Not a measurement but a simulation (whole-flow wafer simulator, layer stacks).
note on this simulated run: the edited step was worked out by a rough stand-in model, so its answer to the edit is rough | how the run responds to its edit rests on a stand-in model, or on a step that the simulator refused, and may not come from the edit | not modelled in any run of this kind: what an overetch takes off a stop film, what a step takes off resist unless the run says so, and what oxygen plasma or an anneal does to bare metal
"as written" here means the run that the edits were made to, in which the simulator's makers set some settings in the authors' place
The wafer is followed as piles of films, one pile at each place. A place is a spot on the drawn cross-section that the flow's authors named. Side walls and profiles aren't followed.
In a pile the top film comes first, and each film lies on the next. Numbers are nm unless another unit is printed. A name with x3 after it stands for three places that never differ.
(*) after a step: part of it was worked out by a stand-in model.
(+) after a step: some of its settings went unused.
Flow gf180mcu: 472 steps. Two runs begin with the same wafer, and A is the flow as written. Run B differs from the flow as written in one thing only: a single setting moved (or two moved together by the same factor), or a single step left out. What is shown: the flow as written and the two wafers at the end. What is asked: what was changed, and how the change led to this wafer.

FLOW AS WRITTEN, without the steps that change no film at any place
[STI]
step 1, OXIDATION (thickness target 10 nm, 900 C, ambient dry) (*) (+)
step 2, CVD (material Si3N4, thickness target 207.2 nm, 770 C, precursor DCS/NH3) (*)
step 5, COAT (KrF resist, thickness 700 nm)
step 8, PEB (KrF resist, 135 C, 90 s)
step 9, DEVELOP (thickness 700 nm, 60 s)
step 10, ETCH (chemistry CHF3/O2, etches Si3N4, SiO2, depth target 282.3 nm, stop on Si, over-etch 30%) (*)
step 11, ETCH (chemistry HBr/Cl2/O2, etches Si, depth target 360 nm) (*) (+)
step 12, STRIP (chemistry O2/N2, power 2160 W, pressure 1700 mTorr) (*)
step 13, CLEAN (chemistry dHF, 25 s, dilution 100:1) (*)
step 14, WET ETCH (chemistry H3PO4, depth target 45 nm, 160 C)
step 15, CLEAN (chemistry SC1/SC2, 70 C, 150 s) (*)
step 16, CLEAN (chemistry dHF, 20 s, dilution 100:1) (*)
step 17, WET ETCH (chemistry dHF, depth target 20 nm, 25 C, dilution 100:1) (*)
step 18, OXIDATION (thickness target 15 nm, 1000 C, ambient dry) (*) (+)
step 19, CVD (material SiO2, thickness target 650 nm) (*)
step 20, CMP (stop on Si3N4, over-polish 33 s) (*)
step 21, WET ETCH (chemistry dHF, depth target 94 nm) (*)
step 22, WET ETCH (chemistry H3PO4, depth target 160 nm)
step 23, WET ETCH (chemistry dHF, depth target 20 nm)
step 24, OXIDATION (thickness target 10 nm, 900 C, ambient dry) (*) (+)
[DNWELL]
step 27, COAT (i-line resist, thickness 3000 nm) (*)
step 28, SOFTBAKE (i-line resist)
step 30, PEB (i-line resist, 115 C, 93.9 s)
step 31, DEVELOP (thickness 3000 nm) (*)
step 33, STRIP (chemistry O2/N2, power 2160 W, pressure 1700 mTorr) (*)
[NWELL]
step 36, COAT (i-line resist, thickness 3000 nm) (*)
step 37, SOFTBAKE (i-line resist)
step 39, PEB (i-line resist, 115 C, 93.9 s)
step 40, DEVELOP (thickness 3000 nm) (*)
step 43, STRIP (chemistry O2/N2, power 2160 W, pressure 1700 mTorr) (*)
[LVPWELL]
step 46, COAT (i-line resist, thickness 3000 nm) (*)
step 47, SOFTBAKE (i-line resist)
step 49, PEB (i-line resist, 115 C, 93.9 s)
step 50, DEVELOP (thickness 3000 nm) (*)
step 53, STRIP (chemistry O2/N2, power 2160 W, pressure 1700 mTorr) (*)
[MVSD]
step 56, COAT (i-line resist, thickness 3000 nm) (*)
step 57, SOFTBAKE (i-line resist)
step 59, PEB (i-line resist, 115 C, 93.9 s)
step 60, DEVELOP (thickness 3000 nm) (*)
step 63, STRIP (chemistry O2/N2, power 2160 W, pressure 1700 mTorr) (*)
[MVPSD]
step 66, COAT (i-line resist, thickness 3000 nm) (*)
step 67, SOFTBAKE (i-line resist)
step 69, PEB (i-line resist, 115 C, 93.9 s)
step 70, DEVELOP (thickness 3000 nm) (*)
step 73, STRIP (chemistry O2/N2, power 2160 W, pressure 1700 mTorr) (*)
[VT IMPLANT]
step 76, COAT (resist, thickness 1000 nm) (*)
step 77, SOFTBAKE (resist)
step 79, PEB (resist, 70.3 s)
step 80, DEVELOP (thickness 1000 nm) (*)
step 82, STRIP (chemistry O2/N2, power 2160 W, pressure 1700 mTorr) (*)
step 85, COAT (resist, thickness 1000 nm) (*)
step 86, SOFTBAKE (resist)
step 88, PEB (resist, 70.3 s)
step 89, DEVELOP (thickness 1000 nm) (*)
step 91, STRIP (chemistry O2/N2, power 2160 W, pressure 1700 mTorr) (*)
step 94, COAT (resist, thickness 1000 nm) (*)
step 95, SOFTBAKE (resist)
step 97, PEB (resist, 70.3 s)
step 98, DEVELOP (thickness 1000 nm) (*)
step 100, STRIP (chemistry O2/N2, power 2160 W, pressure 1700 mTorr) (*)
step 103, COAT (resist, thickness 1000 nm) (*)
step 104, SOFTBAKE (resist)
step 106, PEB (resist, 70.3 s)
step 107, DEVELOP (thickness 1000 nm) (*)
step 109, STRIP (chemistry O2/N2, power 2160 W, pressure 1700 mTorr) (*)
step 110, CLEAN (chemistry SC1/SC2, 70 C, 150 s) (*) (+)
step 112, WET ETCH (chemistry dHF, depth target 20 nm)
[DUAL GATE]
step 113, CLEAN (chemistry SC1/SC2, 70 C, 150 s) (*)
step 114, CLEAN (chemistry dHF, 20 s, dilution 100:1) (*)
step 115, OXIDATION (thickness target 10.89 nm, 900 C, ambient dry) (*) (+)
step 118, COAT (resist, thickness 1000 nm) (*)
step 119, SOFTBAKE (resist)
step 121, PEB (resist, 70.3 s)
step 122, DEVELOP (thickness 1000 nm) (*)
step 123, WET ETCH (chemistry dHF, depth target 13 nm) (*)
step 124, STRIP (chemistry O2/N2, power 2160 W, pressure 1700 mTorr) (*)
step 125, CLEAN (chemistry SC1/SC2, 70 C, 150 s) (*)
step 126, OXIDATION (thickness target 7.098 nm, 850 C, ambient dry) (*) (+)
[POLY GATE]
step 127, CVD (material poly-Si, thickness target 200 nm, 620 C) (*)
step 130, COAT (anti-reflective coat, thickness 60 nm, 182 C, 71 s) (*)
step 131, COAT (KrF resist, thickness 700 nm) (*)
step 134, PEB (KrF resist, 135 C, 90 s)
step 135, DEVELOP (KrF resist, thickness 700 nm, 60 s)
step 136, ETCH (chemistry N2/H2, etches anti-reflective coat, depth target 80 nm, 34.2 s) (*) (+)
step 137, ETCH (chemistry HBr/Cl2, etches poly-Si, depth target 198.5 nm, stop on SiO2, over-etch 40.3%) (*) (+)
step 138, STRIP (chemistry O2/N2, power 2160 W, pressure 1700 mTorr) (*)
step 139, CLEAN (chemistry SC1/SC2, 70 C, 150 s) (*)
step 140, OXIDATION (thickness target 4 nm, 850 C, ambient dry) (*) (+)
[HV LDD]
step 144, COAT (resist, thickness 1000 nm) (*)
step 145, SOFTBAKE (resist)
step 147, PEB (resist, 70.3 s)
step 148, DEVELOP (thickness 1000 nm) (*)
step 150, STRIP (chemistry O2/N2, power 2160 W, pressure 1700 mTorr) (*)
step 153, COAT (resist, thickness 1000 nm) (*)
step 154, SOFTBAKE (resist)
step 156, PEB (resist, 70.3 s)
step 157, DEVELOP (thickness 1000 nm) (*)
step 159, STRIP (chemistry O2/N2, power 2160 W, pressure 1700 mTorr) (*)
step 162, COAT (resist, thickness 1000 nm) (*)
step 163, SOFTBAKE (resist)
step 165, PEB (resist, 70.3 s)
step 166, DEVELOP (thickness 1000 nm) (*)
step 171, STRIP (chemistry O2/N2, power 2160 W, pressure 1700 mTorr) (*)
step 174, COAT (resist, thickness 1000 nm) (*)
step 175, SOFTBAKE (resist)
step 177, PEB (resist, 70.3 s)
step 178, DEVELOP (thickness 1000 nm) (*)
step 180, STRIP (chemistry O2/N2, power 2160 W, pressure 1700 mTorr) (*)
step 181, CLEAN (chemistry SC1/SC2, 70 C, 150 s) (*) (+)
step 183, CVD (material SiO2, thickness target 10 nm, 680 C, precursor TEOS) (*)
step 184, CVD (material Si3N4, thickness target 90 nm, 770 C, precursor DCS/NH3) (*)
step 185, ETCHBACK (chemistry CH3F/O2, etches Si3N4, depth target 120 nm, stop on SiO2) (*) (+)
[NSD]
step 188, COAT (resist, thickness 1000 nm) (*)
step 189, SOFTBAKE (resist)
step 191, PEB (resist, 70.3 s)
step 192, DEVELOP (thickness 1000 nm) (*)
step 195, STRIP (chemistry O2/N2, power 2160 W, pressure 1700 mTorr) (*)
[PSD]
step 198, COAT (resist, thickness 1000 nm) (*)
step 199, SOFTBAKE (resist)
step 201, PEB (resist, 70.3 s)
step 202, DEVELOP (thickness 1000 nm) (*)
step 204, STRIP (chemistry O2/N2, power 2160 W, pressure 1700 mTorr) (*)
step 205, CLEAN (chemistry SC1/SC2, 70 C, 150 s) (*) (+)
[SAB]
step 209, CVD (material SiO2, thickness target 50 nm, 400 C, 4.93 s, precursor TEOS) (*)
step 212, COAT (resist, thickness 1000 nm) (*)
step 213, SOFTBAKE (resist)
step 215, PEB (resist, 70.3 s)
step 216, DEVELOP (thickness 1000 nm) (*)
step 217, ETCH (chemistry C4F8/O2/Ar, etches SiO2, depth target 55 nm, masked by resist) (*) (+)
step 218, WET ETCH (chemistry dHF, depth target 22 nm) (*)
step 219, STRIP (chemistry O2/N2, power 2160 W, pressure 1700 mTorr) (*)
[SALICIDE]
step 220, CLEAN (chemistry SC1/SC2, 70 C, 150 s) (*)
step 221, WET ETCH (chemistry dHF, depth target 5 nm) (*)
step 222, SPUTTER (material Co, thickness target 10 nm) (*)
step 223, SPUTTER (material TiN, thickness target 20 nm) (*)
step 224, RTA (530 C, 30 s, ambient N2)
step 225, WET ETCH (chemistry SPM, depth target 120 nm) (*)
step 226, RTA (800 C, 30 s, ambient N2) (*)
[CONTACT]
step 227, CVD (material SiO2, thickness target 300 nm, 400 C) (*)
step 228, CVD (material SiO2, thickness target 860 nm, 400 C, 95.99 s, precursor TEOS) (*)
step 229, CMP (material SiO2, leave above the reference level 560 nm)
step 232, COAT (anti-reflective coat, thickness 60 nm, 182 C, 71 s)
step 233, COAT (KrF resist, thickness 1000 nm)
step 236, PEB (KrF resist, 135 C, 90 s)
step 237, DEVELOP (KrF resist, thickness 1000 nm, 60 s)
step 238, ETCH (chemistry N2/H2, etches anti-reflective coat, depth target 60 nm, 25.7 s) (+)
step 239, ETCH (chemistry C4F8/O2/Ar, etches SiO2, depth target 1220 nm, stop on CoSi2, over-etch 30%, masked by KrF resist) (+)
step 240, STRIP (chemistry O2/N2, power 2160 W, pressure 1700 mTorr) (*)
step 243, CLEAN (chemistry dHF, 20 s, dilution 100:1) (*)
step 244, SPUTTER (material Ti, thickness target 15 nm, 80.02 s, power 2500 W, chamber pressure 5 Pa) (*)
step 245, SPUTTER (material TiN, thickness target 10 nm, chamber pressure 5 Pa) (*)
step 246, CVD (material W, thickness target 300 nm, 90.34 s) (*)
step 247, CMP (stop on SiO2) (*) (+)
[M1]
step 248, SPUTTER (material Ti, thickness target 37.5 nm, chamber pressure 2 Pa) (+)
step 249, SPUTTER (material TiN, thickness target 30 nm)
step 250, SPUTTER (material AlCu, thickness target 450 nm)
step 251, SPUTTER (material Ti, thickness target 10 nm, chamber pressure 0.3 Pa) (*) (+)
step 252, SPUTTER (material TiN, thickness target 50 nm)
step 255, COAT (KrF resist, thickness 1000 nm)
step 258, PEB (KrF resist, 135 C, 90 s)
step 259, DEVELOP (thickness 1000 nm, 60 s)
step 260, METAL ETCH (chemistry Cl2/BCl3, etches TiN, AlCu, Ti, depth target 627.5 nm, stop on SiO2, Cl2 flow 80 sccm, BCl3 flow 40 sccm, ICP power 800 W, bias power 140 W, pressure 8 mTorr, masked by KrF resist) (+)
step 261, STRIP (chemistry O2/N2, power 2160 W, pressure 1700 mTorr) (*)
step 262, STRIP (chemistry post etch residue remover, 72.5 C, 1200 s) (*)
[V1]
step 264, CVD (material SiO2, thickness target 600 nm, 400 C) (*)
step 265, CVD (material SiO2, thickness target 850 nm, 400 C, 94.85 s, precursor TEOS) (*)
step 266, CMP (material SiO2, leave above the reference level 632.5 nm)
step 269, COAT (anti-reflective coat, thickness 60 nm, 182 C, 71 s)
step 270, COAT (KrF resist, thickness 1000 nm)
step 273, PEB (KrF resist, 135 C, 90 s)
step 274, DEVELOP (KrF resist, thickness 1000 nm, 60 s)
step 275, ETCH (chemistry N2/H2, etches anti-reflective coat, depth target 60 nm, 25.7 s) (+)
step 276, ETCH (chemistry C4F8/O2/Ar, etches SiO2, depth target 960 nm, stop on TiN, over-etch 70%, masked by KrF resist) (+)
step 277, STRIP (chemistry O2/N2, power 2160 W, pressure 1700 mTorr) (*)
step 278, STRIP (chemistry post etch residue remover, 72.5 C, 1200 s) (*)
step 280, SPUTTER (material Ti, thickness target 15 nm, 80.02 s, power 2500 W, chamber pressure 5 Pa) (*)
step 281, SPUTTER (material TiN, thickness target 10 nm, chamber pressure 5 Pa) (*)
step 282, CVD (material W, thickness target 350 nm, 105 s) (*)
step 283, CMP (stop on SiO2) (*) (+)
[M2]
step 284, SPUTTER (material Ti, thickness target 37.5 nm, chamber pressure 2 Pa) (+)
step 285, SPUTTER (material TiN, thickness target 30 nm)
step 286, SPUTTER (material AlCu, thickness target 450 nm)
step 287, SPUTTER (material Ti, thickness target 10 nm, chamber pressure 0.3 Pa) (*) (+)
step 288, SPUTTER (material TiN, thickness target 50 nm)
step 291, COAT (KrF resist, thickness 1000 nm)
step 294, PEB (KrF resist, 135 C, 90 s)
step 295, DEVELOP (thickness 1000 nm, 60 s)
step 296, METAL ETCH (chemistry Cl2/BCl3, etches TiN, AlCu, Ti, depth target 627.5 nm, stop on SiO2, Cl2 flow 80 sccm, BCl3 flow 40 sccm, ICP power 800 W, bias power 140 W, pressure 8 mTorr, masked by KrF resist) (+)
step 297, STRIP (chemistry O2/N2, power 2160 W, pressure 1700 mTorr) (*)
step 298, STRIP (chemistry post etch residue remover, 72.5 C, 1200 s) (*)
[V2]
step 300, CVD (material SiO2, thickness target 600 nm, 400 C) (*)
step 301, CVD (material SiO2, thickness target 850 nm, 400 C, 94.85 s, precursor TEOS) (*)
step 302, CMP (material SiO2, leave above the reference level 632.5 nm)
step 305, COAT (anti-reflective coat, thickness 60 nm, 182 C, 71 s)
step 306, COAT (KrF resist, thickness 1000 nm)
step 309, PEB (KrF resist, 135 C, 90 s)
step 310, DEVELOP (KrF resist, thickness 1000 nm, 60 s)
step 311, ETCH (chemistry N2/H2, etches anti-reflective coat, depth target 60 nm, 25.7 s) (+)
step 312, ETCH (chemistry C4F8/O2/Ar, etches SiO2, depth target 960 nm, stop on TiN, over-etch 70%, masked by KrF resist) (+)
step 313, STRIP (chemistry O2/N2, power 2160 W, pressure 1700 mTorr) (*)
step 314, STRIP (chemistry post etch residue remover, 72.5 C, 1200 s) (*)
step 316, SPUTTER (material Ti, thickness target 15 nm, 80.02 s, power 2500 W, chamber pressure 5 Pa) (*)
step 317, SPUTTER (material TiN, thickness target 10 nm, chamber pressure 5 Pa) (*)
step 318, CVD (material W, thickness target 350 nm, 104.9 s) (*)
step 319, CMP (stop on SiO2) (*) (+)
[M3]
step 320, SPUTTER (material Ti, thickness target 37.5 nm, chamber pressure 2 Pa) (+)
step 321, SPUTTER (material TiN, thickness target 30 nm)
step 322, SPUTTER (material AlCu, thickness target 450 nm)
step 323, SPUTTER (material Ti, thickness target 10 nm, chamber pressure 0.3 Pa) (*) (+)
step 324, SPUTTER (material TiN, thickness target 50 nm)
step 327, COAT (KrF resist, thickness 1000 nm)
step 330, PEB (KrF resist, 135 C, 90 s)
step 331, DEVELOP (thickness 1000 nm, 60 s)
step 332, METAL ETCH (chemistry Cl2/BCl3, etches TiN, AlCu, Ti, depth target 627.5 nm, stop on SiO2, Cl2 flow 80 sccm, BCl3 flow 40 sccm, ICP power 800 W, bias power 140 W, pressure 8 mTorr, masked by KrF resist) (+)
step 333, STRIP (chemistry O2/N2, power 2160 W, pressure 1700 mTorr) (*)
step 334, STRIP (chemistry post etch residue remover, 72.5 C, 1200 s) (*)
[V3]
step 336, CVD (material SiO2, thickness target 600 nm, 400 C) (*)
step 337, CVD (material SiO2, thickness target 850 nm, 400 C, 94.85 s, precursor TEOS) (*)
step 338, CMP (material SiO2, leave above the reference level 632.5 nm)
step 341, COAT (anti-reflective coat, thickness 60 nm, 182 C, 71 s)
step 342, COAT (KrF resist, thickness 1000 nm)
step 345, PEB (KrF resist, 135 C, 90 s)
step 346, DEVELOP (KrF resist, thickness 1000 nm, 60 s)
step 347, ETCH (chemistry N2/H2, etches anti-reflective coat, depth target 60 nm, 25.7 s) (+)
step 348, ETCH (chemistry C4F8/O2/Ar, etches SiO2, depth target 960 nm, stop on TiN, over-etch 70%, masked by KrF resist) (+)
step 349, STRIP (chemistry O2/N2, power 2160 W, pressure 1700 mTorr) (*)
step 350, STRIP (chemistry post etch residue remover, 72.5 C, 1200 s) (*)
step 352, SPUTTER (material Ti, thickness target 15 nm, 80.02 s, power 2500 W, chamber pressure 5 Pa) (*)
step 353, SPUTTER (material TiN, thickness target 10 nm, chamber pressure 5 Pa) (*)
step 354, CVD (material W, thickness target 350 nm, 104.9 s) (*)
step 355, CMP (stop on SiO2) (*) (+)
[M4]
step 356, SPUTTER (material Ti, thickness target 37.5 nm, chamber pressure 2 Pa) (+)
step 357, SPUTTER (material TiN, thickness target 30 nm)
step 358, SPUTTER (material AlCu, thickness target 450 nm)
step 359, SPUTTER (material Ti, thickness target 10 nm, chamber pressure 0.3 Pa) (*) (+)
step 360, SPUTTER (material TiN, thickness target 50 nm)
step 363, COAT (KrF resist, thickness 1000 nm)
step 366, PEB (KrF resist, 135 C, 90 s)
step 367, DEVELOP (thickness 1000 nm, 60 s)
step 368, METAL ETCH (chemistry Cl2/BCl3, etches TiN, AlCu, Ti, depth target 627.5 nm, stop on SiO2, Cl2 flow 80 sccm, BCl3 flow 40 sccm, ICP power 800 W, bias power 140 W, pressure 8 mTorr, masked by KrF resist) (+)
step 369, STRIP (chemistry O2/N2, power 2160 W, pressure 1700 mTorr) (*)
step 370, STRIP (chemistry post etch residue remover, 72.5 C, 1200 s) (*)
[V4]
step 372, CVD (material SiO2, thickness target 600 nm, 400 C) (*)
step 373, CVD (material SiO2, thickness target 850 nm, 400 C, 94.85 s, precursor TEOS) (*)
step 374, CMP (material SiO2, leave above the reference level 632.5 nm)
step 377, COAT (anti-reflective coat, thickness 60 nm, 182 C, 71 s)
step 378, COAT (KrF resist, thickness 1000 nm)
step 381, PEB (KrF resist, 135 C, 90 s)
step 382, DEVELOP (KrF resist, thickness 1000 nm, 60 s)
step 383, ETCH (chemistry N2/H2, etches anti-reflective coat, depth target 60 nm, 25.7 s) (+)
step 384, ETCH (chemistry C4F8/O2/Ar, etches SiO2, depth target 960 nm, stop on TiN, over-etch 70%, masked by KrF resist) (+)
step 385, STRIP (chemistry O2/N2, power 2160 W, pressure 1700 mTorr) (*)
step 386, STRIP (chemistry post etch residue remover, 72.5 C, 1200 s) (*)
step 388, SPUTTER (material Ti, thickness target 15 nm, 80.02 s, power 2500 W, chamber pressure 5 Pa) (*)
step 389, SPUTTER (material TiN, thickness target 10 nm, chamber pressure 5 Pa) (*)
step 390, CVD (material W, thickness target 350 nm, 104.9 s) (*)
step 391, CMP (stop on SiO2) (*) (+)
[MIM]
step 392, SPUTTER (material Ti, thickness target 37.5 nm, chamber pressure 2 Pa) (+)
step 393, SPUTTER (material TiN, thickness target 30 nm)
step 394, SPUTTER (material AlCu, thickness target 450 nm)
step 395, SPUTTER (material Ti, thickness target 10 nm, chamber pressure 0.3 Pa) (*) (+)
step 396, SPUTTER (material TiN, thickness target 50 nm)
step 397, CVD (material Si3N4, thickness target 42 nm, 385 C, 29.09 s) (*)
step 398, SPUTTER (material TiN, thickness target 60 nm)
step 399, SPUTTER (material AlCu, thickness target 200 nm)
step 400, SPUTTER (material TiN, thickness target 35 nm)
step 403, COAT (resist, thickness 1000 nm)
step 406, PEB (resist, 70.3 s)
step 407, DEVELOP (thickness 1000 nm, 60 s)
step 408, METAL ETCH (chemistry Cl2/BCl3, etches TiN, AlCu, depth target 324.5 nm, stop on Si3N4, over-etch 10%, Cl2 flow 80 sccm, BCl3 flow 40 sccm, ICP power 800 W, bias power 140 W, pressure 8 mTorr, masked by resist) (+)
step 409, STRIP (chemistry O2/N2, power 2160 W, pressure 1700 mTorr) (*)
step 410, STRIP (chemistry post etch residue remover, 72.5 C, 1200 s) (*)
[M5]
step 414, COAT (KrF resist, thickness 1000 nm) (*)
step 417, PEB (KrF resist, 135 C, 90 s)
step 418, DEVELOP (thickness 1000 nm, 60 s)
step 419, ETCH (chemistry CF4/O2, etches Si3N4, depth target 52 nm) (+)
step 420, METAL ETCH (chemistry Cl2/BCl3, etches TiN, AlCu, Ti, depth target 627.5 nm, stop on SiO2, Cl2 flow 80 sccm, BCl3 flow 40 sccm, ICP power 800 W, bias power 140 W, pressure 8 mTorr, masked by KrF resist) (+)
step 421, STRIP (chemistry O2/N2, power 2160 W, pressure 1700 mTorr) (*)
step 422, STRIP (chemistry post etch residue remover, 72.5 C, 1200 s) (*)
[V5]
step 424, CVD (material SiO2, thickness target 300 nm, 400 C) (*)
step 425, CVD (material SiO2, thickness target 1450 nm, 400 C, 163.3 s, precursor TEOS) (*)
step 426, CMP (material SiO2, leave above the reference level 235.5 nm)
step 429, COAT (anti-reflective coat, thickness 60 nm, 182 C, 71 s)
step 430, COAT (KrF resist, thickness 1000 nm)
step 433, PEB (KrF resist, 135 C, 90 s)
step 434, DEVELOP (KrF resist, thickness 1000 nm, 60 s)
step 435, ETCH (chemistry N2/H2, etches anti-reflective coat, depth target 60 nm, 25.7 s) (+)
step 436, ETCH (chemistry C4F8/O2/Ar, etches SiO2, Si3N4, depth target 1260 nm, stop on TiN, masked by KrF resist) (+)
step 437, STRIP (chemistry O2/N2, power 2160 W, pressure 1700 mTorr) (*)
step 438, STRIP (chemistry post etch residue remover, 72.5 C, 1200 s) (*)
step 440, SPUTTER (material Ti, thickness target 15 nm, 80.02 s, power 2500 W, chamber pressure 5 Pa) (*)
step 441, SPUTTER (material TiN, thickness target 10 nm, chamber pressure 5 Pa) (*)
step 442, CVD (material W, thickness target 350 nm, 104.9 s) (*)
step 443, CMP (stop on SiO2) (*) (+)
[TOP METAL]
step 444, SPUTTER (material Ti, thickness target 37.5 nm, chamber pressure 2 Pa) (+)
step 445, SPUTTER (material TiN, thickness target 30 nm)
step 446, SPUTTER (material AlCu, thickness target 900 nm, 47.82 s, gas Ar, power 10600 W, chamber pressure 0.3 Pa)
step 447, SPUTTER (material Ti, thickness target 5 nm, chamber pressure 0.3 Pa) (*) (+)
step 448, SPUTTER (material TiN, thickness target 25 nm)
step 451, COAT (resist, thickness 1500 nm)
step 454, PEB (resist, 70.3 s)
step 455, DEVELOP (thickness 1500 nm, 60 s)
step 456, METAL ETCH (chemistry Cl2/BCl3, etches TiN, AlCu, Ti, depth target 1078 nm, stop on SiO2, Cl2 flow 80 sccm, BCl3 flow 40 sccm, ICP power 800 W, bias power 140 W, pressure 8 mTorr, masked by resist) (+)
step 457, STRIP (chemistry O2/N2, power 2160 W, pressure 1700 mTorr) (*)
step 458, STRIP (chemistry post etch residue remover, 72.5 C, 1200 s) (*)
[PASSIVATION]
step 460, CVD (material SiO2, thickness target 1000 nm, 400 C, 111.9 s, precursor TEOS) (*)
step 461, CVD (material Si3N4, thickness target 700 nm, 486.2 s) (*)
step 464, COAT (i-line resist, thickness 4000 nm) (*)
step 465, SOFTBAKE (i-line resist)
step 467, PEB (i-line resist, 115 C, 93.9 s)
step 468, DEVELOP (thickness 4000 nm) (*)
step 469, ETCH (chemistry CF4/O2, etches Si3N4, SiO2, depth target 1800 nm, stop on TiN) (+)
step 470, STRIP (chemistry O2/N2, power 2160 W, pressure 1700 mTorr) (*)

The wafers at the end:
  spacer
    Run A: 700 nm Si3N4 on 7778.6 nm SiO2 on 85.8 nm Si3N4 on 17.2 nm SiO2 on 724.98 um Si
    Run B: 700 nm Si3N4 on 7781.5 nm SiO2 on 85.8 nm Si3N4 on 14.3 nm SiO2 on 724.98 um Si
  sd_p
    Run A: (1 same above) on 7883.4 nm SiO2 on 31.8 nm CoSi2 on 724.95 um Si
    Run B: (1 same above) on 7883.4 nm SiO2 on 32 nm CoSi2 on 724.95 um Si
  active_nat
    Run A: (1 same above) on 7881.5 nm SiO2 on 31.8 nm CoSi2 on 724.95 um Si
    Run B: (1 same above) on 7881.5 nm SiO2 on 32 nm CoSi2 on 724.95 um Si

The reason: step 183, CVD: thickness target 7.1 nm was run, whereas the flow has thickness target 10 nm.

Step by step, how the change led to this:
  step 183, CVD (material SiO2, thickness target 10 nm, 680 C, precursor TEOS) (*)
      field, field__w1, field__w2 and 99 more: A +10 SiO2 | B +7.1 SiO2
      ld_drift_p: A +9.87 SiO2 | B +7.01 SiO2
      (also at 1 further place)
  step 189, SOFTBAKE (resist)
      field: A +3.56 resist | B -0.36 resist
      active_hv: A +2.68 resist | B -0.53 resist
      (also at 3 further places)
  step 199, SOFTBAKE (resist)
      field: A +3.56 resist | B -0.36 resist
      active_hv: A +2.68 resist | B -0.53 resist
      (also at 3 further places)
  step 218, WET ETCH (chemistry dHF, depth target 22 nm) (*)
      gate, gate_hv, gate_p and 23 more: A -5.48 SiO2 (all of it) | B -2.58 SiO2 (all of it)
      active, p_well, sd_n, iso_ptap_pw, iso_ntap_nw, iso_ptap_sub, vpnp_e: A -9.01 SiO2 (all of it) | B -6.11 SiO2 (all of it)
      (also at 16 further places)
